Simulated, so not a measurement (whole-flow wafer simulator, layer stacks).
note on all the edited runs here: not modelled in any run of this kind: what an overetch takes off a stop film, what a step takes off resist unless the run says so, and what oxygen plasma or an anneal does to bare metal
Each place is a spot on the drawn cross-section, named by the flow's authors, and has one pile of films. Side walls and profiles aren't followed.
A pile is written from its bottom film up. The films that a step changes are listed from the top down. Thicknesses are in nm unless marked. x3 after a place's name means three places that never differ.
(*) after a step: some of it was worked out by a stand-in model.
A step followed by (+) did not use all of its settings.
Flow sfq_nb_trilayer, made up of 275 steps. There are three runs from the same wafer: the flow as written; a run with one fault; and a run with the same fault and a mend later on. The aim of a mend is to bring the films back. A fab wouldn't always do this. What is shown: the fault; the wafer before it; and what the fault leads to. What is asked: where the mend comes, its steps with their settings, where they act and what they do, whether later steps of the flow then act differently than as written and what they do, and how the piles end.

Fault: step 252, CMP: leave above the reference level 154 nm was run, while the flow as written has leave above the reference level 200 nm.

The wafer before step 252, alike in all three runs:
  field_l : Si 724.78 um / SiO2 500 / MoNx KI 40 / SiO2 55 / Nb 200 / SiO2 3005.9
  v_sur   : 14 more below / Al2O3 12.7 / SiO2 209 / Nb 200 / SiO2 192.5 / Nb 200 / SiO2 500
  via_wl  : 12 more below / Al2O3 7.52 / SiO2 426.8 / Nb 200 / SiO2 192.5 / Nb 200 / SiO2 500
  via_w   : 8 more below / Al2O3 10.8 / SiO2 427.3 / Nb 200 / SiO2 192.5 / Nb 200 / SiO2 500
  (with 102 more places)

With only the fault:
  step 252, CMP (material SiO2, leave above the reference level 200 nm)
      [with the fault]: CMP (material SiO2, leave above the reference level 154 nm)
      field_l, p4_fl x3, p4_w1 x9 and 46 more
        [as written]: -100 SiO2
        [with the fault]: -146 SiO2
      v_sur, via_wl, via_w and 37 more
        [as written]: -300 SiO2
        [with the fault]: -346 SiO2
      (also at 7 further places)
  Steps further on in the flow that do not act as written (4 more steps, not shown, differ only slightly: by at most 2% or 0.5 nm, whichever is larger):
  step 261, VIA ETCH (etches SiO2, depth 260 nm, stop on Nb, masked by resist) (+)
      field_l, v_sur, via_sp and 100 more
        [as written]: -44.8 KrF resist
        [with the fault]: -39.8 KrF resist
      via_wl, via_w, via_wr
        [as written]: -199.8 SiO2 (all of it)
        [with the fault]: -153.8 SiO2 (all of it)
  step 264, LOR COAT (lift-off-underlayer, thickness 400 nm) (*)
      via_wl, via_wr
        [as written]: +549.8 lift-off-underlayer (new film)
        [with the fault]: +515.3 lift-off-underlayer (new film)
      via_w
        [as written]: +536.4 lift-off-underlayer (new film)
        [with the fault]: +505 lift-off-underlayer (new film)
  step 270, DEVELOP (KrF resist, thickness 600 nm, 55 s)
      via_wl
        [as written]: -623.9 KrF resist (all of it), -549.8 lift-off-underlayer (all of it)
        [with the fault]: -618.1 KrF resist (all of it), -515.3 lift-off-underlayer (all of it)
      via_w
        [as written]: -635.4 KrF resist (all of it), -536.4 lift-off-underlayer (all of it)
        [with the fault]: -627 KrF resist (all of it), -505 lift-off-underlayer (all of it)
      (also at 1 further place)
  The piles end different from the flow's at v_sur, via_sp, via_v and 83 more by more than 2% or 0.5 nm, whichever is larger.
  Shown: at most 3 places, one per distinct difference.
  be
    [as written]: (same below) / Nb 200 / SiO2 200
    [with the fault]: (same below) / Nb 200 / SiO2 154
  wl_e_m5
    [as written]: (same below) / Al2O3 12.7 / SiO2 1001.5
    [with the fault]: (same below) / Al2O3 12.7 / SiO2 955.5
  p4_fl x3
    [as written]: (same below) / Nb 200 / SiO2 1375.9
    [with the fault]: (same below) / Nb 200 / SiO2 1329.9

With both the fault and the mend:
  The mend stands after step 259.
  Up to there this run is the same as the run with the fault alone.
  step 259a, STRIP (over-ash 65%, gas O2, power 200 W) (*)
      field_l, v_sur, via_sp and 100 more
        -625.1 KrF resist (all of it), -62 anti-reflective coat (all of it)
      via_wl, via_w, via_wr
        -62 anti-reflective coat (all of it)
  step 259b, PECVD (material SiO2, thickness 46 nm, 150 C, 10.22 s, RF power 183.3 W, pressure 2.4 Torr, precursor SiH4/N2O) (a further turn of the flow's step 251, with different settings)
      field_l, v_sur, via_wl and 103 more
        +46 SiO2
  step 259c, COAT (anti-reflective coat, thickness 62 nm) (a further turn of the flow's step 254)
      field_l, v_sur, via_wl and 103 more
        +62 anti-reflective coat (new film)
  step 259d, COAT (KrF resist, thickness 650 nm) (a further turn of the flow's step 255)
      field_l, v_sur, via_wl and 103 more
        +650 KrF resist (new film)
  step 259e, SOFTBAKE (KrF resist) (a further turn of the flow's step 256)
      leaves every film unchanged at each place that is followed
  step 259f, EXPOSE (photomask I7, dose 11.93 mJ/cm2, NA 0.6, wavelength 248 nm) (*) (a further turn of the flow's step 257)
      leaves every film unchanged at each place that is followed
  step 259g, PEB (KrF resist, 90 s) (a further turn of the flow's step 258)
      field_l, v_sur, via_wl and 103 more
        -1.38 KrF resist
  step 259h, DEVELOP (KrF resist, thickness 650 nm, 60 s) (a further turn of the flow's step 259)
      field_l, v_sur, via_sp and 100 more
        -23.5 KrF resist
      via_wl, via_w, via_wr
        -648.6 KrF resist (all of it)
  None of the later steps of the flow acts differently than as written at any place that is followed.
  At every place that both follow, the piles at the end match the flow's.
